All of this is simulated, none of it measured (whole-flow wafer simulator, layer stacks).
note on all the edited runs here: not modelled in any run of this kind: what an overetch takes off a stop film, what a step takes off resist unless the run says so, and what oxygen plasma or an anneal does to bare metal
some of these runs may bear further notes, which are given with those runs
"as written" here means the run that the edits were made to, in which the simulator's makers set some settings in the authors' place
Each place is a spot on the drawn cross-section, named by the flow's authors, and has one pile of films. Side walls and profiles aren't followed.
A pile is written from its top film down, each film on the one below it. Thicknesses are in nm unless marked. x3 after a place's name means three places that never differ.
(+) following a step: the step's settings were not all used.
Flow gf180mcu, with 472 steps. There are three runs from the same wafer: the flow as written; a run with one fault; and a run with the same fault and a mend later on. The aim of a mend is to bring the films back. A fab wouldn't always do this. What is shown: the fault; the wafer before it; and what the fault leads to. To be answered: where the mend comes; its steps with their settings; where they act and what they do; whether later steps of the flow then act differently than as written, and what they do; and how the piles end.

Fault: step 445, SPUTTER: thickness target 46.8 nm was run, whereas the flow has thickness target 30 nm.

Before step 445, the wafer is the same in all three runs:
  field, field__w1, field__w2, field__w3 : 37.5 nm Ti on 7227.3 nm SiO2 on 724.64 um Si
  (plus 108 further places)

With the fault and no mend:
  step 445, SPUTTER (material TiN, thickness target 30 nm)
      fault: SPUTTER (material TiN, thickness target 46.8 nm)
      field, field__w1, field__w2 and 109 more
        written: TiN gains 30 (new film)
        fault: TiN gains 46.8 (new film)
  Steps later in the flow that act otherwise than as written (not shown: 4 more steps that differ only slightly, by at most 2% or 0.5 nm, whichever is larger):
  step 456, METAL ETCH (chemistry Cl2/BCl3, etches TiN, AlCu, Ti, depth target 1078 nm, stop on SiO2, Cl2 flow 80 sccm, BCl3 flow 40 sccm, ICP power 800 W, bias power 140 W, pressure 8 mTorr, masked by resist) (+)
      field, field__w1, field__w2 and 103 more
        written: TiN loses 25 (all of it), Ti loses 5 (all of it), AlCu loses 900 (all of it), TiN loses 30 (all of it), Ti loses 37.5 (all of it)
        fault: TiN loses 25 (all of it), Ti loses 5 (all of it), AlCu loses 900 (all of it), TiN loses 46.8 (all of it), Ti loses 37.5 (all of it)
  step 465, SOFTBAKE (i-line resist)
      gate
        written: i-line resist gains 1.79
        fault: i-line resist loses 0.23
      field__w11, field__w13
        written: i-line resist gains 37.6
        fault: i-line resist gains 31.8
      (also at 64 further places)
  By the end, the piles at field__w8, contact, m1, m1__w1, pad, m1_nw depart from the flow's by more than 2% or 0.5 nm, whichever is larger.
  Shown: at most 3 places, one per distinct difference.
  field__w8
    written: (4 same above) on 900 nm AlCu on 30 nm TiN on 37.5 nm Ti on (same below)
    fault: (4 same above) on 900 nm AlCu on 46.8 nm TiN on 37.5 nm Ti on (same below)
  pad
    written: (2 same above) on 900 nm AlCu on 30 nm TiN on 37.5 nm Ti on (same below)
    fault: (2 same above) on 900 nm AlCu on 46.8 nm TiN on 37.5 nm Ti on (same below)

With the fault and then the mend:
  After step 445 comes the mend.
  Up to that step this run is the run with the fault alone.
  step 445a, METAL ETCH (chemistry Cl2/BCl3, etches TiN, AlCu, Ti, depth target 16.8 nm, Cl2 flow 80 sccm, BCl3 flow 40 sccm, ICP power 800 W, bias power 140 W, pressure 8 mTorr) (a further turn of the flow's step 260, with different settings)
      field, field__w1, field__w2 and 109 more
        TiN loses 16.8
  None of the later steps of the flow acts differently than as written at any place that is followed.
  At every place that both follow, the piles at the end match the flow's.
